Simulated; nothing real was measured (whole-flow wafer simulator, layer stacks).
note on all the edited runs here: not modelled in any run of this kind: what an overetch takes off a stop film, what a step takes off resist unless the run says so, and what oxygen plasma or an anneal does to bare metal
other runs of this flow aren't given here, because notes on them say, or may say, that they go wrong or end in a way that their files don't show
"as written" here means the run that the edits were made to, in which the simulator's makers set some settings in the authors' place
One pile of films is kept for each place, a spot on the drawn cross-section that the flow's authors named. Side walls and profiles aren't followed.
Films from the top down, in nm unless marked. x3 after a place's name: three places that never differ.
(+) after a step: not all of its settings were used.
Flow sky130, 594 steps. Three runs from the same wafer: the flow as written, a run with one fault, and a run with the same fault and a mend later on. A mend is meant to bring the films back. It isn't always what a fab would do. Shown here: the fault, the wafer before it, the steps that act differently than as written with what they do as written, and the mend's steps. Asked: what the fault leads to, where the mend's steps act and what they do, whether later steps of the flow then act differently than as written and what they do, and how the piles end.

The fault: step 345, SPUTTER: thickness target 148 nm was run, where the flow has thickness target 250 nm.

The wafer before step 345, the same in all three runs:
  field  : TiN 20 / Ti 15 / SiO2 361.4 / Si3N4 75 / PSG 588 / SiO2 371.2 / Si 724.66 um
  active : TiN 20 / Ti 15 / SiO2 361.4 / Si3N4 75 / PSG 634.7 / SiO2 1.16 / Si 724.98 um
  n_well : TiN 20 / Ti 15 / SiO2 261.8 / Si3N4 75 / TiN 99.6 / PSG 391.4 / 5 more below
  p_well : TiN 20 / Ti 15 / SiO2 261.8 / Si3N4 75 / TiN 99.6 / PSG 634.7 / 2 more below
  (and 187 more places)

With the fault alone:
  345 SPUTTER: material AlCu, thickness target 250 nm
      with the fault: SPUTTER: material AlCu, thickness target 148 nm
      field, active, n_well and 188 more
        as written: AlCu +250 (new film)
        with the fault: AlCu +148 (new film)
  Later steps of the flow that act differently than as written (8 more steps differ only slightly, by at most 2% or 0.5 nm, whichever is larger, and aren't shown):
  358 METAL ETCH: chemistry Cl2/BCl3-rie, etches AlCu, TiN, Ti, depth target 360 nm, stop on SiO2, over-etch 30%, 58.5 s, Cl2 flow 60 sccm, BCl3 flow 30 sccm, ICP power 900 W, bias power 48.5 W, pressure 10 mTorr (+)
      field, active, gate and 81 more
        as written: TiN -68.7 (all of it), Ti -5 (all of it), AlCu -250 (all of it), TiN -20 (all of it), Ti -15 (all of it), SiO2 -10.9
        with the fault: TiN -68.7 (all of it), Ti -5 (all of it), AlCu -148 (all of it), TiN -20 (all of it), Ti -15 (all of it), SiO2 -21.1
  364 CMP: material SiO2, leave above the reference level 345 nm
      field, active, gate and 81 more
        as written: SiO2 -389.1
        with the fault: SiO2 -480.9
  At the end the piles differ from the flow's by more than 2% or 0.5 nm, whichever is larger, at field, active, n_well and 190 more.
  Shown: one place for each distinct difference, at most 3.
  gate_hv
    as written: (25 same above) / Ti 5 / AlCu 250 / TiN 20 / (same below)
    with the fault: (25 same above) / Ti 5 / AlCu 148 / TiN 20 / (same below)
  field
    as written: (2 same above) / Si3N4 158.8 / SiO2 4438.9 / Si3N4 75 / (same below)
    with the fault: (2 same above) / Si3N4 158.8 / SiO2 4336.9 / Si3N4 75 / (same below)
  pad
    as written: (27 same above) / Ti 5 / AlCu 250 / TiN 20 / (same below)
    with the fault: (27 same above) / Ti 5 / AlCu 148 / TiN 20 / (same below)

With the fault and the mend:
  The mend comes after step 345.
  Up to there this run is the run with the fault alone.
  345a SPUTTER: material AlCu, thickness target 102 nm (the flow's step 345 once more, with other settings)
      field, active, n_well and 188 more
        AlCu +102
  No later step of the flow acts differently than as written at any place that is followed.
  At the end the piles are the same as the flow's at every place that both follow.
